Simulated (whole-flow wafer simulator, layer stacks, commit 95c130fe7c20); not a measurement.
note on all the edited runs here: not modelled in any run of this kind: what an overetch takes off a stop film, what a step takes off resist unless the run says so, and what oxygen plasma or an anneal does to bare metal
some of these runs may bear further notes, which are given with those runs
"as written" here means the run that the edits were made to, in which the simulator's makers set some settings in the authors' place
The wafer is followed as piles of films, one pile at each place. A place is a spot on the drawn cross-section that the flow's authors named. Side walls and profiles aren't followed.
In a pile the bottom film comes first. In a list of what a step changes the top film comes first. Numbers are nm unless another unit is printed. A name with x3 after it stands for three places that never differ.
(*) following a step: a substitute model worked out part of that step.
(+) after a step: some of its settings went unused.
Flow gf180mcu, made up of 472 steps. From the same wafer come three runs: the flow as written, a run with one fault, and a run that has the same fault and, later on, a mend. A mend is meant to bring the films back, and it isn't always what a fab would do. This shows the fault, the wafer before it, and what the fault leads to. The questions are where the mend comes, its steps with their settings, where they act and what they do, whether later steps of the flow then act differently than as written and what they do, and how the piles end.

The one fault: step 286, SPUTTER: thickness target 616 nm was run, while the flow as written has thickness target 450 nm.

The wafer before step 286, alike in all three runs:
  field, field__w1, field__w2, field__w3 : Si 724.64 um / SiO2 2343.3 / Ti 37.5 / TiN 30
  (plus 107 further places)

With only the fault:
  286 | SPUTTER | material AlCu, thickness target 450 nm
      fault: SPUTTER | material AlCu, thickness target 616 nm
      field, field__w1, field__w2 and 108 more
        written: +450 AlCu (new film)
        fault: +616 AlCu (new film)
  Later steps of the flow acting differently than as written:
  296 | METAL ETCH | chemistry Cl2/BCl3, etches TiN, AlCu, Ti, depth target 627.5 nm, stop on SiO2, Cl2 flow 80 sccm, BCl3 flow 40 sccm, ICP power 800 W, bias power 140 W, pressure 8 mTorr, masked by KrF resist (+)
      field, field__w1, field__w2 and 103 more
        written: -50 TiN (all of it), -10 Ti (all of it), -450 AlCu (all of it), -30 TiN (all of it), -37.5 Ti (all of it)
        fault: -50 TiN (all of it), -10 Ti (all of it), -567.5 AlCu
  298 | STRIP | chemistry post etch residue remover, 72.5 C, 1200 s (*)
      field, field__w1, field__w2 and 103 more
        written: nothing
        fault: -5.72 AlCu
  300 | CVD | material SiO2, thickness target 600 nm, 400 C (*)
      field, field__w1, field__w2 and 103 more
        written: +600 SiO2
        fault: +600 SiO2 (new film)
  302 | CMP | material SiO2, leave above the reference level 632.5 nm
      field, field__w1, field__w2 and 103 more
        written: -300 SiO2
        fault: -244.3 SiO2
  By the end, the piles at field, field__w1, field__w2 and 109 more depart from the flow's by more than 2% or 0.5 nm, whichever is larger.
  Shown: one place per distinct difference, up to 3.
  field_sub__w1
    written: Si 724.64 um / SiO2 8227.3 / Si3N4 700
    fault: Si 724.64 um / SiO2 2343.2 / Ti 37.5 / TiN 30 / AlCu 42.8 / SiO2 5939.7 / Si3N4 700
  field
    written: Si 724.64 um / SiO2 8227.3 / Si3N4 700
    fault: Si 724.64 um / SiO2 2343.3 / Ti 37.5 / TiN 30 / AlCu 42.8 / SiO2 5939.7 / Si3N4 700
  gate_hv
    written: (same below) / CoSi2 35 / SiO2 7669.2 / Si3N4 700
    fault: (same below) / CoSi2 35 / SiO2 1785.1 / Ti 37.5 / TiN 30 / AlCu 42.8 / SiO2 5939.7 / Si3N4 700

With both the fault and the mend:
  The mend stands after step 286.
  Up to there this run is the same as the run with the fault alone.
  286a | METAL ETCH | chemistry Cl2/BCl3, etches TiN, AlCu, Ti, depth target 166 nm, Cl2 flow 80 sccm, BCl3 flow 40 sccm, ICP power 800 W, bias power 140 W, pressure 8 mTorr (a further turn of the flow's step 260, with different settings)
      field, field__w1, field__w2 and 108 more
        -166 AlCu
  Later steps of the flow that are run all act as written at every place that is followed.
  At every place that both follow, the piles at the end match the flow's.
